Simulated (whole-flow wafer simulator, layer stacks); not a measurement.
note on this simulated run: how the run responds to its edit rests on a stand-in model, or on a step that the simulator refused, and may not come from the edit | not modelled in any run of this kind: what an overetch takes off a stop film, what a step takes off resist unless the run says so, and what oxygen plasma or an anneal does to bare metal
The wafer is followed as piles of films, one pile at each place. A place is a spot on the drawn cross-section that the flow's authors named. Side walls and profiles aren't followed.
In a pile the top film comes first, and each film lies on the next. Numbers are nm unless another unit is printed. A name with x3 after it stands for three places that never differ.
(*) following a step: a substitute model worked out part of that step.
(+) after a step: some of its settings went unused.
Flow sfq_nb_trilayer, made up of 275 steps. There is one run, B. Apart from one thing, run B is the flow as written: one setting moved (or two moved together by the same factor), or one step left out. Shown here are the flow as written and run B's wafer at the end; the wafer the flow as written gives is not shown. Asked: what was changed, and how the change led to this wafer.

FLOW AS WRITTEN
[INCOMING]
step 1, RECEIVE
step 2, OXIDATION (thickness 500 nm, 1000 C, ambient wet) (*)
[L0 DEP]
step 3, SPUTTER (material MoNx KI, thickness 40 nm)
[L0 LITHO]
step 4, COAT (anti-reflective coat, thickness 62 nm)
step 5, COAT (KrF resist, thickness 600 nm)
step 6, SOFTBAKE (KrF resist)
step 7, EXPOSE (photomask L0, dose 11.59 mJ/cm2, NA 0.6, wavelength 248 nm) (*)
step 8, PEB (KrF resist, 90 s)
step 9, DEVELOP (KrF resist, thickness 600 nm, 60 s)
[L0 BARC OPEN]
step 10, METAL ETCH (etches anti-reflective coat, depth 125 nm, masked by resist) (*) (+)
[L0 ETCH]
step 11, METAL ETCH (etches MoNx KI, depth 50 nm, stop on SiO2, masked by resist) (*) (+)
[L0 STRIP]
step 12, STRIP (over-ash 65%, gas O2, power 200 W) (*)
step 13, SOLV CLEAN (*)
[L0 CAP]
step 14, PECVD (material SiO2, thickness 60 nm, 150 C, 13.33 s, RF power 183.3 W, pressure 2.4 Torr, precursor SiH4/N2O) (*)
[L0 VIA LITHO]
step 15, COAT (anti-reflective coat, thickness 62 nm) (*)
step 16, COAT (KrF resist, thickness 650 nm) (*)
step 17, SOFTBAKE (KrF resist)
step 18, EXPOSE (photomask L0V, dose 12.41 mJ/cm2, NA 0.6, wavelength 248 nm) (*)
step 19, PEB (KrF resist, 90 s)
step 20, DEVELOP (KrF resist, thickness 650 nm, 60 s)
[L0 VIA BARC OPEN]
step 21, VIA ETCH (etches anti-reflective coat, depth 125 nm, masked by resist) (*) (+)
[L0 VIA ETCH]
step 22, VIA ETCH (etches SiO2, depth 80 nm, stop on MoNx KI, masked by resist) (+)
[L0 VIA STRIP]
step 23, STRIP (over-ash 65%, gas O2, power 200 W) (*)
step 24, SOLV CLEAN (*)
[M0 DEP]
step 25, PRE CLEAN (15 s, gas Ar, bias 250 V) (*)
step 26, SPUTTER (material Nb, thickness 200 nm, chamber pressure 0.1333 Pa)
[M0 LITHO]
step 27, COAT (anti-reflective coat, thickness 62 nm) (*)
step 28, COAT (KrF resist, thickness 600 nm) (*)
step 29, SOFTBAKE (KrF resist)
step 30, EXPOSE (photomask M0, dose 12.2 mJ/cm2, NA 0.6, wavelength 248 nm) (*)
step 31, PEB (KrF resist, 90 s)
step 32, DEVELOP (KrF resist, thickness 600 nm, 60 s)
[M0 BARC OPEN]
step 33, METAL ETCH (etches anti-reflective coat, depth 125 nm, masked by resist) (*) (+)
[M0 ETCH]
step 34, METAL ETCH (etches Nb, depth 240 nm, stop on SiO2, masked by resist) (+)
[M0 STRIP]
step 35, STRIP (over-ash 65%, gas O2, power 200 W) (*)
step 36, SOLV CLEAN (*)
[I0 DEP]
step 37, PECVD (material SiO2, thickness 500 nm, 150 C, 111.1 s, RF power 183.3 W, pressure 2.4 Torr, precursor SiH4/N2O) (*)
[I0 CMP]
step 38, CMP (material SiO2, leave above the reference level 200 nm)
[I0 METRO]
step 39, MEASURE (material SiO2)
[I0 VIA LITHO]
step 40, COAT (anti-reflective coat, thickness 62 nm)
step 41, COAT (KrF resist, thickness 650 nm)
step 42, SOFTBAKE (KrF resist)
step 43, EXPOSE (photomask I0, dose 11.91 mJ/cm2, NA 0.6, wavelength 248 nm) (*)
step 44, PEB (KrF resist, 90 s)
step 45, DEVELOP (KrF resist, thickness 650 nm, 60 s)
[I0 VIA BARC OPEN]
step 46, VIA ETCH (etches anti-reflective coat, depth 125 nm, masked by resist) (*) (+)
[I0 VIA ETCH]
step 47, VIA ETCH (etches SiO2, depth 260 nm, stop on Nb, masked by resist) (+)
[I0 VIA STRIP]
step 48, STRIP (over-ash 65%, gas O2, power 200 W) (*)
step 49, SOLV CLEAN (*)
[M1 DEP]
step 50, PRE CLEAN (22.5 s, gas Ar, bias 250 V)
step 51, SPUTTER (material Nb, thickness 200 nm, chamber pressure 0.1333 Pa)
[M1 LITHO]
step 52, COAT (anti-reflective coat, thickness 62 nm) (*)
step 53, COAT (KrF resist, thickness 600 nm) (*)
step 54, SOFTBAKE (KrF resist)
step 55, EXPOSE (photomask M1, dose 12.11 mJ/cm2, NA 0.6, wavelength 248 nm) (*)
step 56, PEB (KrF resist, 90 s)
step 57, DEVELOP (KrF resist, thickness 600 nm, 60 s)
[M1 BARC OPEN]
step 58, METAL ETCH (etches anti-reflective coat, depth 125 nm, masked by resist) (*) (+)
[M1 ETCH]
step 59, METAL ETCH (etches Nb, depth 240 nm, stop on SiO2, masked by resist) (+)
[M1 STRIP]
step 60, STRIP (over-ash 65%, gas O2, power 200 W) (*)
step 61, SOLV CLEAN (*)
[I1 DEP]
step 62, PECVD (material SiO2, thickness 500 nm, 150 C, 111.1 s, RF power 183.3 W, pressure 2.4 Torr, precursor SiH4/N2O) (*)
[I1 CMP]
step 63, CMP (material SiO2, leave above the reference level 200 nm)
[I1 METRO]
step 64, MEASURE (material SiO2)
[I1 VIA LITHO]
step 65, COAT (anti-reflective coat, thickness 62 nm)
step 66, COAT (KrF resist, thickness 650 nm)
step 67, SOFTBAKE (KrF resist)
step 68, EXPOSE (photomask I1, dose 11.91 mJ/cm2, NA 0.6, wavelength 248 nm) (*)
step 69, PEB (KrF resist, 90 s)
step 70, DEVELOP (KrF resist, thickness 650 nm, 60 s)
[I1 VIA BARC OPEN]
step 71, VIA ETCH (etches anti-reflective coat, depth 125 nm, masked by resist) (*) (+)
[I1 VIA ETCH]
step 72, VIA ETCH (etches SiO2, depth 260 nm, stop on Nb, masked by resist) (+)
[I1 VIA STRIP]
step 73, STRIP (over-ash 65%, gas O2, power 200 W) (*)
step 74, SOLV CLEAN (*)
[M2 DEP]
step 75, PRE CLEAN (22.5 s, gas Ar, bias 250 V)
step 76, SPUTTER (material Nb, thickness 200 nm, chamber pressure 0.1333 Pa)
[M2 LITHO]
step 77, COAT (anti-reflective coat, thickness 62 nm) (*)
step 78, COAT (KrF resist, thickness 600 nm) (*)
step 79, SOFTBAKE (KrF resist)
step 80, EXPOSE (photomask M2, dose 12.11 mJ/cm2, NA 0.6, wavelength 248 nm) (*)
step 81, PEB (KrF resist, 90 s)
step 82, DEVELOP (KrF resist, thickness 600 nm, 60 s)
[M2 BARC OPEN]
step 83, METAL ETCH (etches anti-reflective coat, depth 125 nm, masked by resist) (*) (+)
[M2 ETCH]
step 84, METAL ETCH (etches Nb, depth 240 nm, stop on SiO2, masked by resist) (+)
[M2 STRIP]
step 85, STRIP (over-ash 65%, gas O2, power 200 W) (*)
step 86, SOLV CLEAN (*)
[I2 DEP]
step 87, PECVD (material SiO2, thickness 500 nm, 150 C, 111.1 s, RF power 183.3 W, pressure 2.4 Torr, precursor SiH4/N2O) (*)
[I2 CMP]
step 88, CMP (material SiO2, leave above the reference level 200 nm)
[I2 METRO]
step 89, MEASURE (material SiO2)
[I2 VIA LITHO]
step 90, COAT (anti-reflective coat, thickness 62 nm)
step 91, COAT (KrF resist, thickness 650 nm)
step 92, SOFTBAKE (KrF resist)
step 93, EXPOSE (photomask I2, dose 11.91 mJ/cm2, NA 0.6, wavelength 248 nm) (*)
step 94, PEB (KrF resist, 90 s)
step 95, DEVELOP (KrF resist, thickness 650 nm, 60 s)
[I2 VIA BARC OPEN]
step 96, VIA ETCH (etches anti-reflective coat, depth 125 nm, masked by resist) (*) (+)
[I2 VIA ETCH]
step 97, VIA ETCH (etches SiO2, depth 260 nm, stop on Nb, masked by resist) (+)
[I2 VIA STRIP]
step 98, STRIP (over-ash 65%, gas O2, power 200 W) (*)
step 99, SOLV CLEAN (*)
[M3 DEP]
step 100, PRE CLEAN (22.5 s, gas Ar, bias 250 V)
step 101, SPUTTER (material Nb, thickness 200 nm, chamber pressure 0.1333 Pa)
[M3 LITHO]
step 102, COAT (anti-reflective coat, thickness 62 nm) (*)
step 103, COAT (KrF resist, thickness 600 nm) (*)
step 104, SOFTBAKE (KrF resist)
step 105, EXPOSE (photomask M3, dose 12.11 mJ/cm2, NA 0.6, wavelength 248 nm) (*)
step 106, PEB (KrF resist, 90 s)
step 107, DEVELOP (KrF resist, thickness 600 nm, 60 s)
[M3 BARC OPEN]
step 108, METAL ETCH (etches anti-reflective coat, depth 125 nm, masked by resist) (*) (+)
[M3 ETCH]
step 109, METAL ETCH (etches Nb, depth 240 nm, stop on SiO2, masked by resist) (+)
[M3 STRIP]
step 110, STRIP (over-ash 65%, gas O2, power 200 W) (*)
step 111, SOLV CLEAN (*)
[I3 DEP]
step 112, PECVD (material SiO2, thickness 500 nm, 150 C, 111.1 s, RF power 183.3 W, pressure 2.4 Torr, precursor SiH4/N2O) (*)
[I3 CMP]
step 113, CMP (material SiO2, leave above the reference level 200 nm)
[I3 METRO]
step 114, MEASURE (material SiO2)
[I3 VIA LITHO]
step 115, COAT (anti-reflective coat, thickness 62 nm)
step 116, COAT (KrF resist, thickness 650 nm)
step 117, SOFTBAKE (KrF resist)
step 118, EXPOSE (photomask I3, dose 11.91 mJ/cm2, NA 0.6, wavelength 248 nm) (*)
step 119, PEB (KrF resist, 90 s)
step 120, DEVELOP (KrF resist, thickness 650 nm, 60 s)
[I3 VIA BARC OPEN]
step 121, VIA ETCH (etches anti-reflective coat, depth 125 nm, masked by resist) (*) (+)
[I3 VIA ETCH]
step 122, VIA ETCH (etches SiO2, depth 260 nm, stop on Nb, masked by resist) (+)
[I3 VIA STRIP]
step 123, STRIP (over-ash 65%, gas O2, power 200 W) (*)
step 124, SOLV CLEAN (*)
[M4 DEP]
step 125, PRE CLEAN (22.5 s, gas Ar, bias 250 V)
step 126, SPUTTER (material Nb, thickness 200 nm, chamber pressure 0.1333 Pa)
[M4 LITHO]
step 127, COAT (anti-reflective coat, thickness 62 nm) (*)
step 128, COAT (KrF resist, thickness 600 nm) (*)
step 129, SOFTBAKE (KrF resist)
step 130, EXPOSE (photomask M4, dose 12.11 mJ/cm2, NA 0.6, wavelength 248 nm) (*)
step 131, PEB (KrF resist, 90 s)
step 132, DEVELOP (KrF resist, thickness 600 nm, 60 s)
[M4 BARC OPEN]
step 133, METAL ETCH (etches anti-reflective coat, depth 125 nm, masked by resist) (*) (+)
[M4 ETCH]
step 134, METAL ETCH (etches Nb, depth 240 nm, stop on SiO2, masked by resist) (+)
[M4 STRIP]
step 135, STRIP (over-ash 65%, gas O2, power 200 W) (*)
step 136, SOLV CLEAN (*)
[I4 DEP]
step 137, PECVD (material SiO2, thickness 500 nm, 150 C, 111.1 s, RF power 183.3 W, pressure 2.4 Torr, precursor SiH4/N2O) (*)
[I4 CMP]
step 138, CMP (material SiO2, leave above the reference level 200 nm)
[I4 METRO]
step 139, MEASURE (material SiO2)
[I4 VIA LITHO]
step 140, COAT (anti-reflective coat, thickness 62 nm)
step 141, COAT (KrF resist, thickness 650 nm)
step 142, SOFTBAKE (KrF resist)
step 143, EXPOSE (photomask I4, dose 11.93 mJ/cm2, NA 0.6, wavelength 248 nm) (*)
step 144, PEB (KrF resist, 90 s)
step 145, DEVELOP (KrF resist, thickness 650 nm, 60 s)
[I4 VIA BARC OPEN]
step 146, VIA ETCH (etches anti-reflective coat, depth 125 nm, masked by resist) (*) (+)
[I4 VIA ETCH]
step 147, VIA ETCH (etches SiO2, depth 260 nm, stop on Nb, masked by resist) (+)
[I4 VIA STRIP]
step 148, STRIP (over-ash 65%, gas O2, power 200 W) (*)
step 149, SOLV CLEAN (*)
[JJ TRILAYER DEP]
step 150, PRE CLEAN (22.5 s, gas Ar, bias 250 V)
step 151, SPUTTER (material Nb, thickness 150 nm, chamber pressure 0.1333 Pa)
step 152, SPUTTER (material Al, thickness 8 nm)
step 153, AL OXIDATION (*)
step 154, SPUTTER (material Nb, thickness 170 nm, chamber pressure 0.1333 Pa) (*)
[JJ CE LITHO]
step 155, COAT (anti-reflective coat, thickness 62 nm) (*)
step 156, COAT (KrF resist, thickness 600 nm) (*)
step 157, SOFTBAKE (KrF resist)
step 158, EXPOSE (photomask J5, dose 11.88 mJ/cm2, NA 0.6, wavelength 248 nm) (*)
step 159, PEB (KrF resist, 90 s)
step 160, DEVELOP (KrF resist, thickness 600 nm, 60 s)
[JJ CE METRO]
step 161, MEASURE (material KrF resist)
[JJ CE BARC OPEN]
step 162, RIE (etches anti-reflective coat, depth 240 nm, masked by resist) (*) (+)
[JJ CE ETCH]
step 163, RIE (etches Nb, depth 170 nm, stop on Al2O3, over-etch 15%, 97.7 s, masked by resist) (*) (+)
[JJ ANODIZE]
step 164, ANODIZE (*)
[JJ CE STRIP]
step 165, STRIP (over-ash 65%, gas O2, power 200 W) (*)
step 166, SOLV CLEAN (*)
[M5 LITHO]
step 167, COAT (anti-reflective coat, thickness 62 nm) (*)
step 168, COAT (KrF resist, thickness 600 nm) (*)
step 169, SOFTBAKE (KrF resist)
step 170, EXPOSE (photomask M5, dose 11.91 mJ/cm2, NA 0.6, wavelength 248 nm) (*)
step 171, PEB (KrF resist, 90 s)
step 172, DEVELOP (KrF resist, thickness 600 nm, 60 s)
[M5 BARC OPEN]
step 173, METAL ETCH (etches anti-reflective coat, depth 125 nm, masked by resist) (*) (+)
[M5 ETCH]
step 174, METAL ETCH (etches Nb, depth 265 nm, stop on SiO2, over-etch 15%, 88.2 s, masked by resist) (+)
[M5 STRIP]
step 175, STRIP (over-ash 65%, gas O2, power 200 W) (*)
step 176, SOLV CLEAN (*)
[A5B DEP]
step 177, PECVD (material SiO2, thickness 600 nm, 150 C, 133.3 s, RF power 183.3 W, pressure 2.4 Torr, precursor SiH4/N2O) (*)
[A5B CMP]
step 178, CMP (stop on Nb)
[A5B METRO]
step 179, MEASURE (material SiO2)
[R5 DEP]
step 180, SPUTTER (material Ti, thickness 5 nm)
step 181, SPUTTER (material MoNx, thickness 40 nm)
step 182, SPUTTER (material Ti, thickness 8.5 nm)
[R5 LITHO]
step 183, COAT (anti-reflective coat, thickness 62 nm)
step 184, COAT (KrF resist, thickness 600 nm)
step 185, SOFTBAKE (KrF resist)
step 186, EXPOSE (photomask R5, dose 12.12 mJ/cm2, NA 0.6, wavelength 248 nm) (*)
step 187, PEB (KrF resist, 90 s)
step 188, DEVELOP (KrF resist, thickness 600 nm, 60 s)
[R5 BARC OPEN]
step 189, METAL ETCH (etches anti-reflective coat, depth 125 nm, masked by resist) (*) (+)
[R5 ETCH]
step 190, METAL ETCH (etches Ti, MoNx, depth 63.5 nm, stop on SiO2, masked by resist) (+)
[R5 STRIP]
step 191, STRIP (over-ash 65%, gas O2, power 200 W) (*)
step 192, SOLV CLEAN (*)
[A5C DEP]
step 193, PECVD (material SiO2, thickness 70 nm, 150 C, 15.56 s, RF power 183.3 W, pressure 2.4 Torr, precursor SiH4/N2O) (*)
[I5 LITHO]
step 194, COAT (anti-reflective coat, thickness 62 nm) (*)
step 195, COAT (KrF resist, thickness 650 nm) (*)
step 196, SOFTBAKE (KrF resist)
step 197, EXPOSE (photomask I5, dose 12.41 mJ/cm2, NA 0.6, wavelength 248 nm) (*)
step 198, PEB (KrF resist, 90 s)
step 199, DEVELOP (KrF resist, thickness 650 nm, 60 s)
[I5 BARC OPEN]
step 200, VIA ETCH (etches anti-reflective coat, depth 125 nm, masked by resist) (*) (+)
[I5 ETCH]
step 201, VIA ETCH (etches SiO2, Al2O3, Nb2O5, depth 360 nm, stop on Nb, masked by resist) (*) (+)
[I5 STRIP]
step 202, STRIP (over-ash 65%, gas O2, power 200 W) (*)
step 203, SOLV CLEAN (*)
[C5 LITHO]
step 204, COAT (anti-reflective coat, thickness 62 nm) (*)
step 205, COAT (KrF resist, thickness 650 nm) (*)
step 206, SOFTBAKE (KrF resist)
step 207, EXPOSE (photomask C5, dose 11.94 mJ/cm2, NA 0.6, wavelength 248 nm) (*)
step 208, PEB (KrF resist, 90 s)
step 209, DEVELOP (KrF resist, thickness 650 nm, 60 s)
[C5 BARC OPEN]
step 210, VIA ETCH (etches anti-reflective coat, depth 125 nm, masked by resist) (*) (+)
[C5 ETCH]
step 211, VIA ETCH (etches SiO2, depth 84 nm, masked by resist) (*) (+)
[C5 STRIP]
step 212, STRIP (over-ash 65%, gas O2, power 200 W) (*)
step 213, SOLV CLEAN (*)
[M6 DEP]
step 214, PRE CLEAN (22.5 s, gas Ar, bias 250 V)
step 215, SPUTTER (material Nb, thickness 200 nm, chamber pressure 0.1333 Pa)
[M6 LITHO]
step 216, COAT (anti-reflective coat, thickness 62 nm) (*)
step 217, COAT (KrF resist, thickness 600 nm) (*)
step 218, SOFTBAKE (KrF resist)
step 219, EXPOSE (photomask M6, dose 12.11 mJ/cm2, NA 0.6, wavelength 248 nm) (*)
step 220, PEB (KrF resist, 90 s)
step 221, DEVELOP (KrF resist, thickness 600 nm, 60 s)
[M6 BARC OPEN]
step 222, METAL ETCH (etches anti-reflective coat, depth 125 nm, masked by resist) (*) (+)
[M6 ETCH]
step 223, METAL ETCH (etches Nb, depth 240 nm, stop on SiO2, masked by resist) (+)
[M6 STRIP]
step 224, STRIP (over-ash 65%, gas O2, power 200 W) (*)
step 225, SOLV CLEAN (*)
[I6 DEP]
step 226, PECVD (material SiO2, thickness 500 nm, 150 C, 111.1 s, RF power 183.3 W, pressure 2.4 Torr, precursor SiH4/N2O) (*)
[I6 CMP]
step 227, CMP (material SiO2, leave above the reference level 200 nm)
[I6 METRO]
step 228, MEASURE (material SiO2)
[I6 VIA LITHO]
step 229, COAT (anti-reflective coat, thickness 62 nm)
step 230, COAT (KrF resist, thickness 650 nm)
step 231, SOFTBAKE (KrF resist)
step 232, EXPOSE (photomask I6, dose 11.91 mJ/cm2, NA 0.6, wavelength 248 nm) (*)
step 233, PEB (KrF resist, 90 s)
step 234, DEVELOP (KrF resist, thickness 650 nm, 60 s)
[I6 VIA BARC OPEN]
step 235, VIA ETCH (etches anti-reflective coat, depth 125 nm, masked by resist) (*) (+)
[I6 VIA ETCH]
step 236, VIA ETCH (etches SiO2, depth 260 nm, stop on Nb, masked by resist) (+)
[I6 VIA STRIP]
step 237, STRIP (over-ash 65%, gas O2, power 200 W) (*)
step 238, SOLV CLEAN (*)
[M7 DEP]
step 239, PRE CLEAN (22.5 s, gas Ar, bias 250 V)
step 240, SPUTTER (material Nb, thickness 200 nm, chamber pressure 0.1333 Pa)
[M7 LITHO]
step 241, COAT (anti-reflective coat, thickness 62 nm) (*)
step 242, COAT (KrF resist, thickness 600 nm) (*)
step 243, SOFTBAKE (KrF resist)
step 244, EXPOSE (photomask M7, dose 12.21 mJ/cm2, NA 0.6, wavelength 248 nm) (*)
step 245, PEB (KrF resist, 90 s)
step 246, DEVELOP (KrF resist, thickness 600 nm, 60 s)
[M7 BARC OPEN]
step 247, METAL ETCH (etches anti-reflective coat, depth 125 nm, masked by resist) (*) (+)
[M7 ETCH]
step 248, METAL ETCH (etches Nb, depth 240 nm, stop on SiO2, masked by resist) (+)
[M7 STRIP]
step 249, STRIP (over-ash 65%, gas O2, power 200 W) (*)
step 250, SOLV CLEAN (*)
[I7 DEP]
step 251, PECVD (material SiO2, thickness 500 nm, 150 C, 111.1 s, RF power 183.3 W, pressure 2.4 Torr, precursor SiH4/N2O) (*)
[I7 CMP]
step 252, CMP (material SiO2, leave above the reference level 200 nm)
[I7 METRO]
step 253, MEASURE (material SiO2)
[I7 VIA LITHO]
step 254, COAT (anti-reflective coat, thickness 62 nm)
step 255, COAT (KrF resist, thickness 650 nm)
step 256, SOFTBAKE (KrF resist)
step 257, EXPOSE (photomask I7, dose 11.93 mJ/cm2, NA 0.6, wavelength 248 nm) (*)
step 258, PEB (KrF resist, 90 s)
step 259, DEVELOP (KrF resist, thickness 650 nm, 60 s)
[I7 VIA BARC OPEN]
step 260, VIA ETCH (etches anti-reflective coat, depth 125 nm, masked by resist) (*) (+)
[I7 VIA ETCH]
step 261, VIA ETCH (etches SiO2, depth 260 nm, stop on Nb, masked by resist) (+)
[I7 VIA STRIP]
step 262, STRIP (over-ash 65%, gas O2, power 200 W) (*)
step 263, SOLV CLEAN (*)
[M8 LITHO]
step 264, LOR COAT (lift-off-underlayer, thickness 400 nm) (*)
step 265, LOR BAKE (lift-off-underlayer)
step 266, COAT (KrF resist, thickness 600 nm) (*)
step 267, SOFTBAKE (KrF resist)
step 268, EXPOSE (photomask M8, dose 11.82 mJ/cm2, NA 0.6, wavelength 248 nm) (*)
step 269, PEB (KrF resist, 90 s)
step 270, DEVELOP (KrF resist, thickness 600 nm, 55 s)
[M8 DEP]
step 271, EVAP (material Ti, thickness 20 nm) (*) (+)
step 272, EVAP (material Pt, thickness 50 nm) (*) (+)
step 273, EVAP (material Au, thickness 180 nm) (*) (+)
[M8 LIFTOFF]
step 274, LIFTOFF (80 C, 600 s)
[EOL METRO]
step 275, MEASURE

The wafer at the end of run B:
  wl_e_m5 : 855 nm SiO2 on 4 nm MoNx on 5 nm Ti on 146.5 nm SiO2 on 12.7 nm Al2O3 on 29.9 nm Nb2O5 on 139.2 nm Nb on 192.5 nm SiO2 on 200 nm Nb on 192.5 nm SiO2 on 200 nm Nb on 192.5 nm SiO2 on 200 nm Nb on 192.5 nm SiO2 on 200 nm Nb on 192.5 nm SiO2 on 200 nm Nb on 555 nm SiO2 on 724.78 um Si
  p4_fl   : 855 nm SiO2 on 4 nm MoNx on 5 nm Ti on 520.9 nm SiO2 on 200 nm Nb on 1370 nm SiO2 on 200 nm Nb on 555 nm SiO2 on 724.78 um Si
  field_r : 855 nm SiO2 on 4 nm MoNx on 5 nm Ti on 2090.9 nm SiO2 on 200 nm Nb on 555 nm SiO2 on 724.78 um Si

Cause: step 181, SPUTTER: thickness 59 nm was run, while the flow as written has thickness 40 nm.

How this came from the change, step by step:
  step 181, SPUTTER (material MoNx, thickness 40 nm)
      field_l, v_sur, via_wl and 103 more: +59 MoNx (new film) (as written it would have been: +40 MoNx (new film))
  step 190, METAL ETCH (etches Ti, MoNx, depth 63.5 nm, stop on SiO2, masked by resist) (+)
      field_l, v_sur, via_wl and 92 more: -8.5 Ti (all of it), -55 MoNx (as written it would have been: -8.5 Ti (all of it), -40 MoNx (all of it), -5 Ti (all of it))
      ce_l, c5j, ce_r, wl_jj: -8.5 Ti (all of it), -55 MoNx (as written it would have been: -8.5 Ti (all of it), -40 MoNx (all of it), -5 Ti (all of it), -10 Nb)
  step 193, PECVD (material SiO2, thickness 70 nm, 150 C, 15.56 s, RF power 183.3 W, pressure 2.4 Torr, precursor SiH4/N2O) (*)
      field_l, v_sur, via_wl and 92 more: +70 SiO2 (new film) (as written it would have been: +70 SiO2)
  step 194, COAT (anti-reflective coat, thickness 62 nm) (*)
      wl_j_sl, wl_j_sr: +62 anti-reflective coat (new film) (as written it would have been: +60.2 anti-reflective coat (new film))
      r5r_spacepad_l, r5r_spacepad_r: +88.7 anti-reflective coat (new film) (as written it would have been: +84.4 anti-reflective coat (new film))
      (and at 12 other places as well)
  step 201, VIA ETCH (etches SiO2, Al2O3, Nb2O5, depth 360 nm, stop on Nb, masked by resist) (*) (+)
      be: -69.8 SiO2 (all of it), -4 MoNx (all of it), -5 Ti (all of it), -146.5 SiO2 (all of it), -12.7 Al2O3 (all of it), -29.9 Nb2O5 (all of it) (as written it would have been: -216.4 SiO2 (all of it), -12.7 Al2O3 (all of it), -29.9 Nb2O5 (all of it))
  step 202, STRIP (over-ash 65%, gas O2, power 200 W) (*)
      wl_j_sl, wl_j_sr: -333 KrF resist (all of it), -62 anti-reflective coat (all of it) (as written it would have been: -333.3 KrF resist (all of it), -60.2 anti-reflective coat (all of it))
      r5r_spacepad_l, r5r_spacepad_r: -335.9 KrF resist (all of it), -88.7 anti-reflective coat (all of it) (as written it would have been: -335.6 KrF resist (all of it), -84.4 anti-reflective coat (all of it))
      (and at 12 other places as well)
  step 204, COAT (anti-reflective coat, thickness 62 nm) (*)
      wl_j_sl, wl_j_sr: +62 anti-reflective coat (new film) (as written it would have been: +60.2 anti-reflective coat (new film))
      r5r_spacepad_l, r5r_spacepad_r: +88.7 anti-reflective coat (new film) (as written it would have been: +84.4 anti-reflective coat (new film))
      (and at 12 other places as well)
  step 210, VIA ETCH (etches anti-reflective coat, depth 125 nm, masked by resist) (*) (+)
      c5j: -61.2 anti-reflective coat (all of it), -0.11 SiO2 (as written it would have been: -63.9 anti-reflective coat (all of it), -0.11 SiO2)
  step 211, VIA ETCH (etches SiO2, depth 84 nm, masked by resist) (*) (+)
      c5j: -69.9 SiO2 (all of it) (as written it would have been: -69.9 SiO2 (all of it), -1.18 Nb)
  step 212, STRIP (over-ash 65%, gas O2, power 200 W) (*)
      wl_j_sl, wl_j_sr: -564 KrF resist (all of it), -62 anti-reflective coat (all of it) (as written it would have been: -563.4 KrF resist (all of it), -60.2 anti-reflective coat (all of it))
      r5r_spacepad_l, r5r_spacepad_r: -566.9 KrF resist (all of it), -88.7 anti-reflective coat (all of it) (as written it would have been: -565.8 KrF resist (all of it), -84.4 anti-reflective coat (all of it))
      (and at 11 other places as well)
  step 214, PRE CLEAN (22.5 s, gas Ar, bias 250 V)
      c5j: -4 MoNx (all of it), -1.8 Ti (as written it would have been: -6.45 Nb)
  step 215, SPUTTER (material Nb, thickness 200 nm, chamber pressure 0.1333 Pa)
      c5j: +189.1 Nb (new film) (as written it would have been: +188.4 Nb)
  step 216, COAT (anti-reflective coat, thickness 62 nm) (*)
      r5r_line_l, r5r_line_c, r5r_line_r: +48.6 anti-reflective coat (new film) (as written it would have been: +50 anti-reflective coat (new film))
      wl_j_sl, wl_j_sr: +62 anti-reflective coat (new film) (as written it would have been: +60.2 anti-reflective coat (new film))
      (and at 11 other places as well)
  step 222, METAL ETCH (etches anti-reflective coat, depth 125 nm, masked by resist) (*) (+)
      r5r_line_l, r5r_line_c, r5r_line_r: -48.6 anti-reflective coat (all of it) (as written it would have been: -50 anti-reflective coat (all of it))
      r5r_spacepad_l, r5r_spacepad_r: -90.7 anti-reflective coat (all of it) (as written it would have been: -85.7 anti-reflective coat (all of it))
      (and at 1 other place as well)
  step 224, STRIP (over-ash 65%, gas O2, power 200 W) (*)
      wl_j_sl, wl_j_sr: -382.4 KrF resist (all of it), -62 anti-reflective coat (all of it) (as written it would have been: -382.5 KrF resist (all of it), -60.2 anti-reflective coat (all of it))
      jj_sur: -378.3 KrF resist (all of it), -58.9 anti-reflective coat (all of it) (as written it would have been: -378.5 KrF resist (all of it), -56.1 anti-reflective coat (all of it))
      (and at 7 other places as well)
  step 227, CMP (material SiO2, leave above the reference level 200 nm)
      r5r_line_l, r5r_spacepad_l, r5r_spacepad_r, r5r_line_c, r5r_line_r: -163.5 SiO2 (as written it would have been: -153.5 SiO2)
      ce_l, ce_r, wl_jj: -300 SiO2 (as written it would have been: -290 SiO2)
      (and at 5 other places as well)
With metal films that touch counted as one body, wl_e_m5 has 7 bodies (between them, from the top down: SiO2 146.5 / Al2O3 12.7 / Nb2O5 29.9; SiO2 192.5; SiO2 192.5; SiO2 192.5; SiO2 192.5; SiO2 192.5); the flow as written gives 6 bodies (between them, from the top down: SiO2 192.5; SiO2 192.5; SiO2 192.5; SiO2 192.5; SiO2 192.5).
With metal films that touch counted as one body, p4_fl has 3 bodies (between them, from the top down: SiO2 520.9; SiO2 1370); the flow as written gives 2 bodies (between them, from the top down: SiO2 1370).
With metal films that touch counted as one body, field_r has 2 bodies (between them, from the top down: SiO2 2090.9); the flow as written gives 1 body.
